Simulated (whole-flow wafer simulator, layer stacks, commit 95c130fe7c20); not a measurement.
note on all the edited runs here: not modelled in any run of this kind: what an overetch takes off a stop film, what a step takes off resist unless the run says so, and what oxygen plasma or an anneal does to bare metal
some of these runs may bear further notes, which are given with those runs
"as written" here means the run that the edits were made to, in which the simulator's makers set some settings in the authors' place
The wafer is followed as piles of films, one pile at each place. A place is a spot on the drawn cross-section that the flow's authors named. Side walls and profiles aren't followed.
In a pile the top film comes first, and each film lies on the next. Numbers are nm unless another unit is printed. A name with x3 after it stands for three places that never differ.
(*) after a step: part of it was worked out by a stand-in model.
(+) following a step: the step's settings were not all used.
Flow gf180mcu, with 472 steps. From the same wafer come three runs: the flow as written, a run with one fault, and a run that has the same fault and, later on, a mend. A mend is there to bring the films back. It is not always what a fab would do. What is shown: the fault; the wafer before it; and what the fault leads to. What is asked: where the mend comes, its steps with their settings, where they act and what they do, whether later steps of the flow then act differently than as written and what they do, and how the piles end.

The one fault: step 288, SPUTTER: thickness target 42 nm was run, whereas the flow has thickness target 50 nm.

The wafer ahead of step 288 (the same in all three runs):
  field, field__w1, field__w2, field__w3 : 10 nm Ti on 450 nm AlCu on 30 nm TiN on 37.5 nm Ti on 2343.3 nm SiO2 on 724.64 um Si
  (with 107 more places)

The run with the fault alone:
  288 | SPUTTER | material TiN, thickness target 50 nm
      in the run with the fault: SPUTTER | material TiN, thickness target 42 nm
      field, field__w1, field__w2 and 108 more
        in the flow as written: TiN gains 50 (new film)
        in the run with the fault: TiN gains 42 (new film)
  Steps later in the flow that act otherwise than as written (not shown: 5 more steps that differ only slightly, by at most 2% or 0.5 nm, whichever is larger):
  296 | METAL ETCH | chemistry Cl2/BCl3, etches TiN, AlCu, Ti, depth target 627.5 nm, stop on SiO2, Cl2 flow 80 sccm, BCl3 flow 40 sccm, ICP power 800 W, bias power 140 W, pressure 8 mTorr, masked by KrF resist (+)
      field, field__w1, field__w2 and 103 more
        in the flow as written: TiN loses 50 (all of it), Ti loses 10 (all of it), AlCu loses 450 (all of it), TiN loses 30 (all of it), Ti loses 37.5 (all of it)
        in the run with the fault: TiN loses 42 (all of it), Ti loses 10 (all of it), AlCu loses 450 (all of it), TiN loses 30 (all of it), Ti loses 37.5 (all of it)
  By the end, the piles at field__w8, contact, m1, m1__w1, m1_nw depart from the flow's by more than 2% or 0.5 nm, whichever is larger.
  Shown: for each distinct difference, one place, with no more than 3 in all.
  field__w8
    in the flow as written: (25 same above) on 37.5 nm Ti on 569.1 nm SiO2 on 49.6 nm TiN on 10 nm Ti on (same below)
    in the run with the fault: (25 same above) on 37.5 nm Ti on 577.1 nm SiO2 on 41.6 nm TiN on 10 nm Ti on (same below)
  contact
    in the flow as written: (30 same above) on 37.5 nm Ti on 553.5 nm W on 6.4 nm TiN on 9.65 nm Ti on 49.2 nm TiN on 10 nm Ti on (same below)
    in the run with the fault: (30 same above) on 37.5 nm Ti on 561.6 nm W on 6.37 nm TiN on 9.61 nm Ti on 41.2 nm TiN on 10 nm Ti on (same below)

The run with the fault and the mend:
  After step 295 comes the mend.
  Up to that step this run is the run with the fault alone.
  295a | STRIP | chemistry O2/N2, power 2160 W, pressure 1700 mTorr (*)
      field__w8, contact, m1, m1__w1, m1_nw
        KrF resist loses 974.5 (all of it)
  295b | SPUTTER | material TiN, thickness target 8 nm (the flow's step 288, run once more with other settings)
      field, field__w1, field__w2 and 108 more
        TiN gains 8
  295c | HMDS | 120 C, 60 s (the flow's step 290, run once more)
      leaves every film unchanged at each place that is followed
  295d | COAT | KrF resist, thickness 1000 nm (the flow's step 291, run once more)
      field, field__w1, field__w2 and 108 more
        KrF resist gains 1000 (new film)
  295e | SOFTBAKE | KrF resist (the flow's step 292, run once more)
      leaves every film unchanged at each place that is followed
  295f | EXPOSE | photomask Metal2 (the flow's step 293, run once more)
      leaves every film unchanged at each place that is followed
  295g | PEB | KrF resist, 135 C, 90 s (the flow's step 294, run once more)
      field, field__w1, field__w2 and 108 more
        KrF resist loses 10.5
  295h | DEVELOP | thickness 1000 nm, 60 s (the flow's step 295, run once more)
      field, field__w1, field__w2 and 103 more
        KrF resist loses 989.5 (all of it)
      field__w8, contact, m1, m1__w1, m1_nw
        KrF resist loses 14.9
  Later steps of the flow that are run all act as written at every place that is followed.
  The piles end the same as the flow's at every place that both follow.
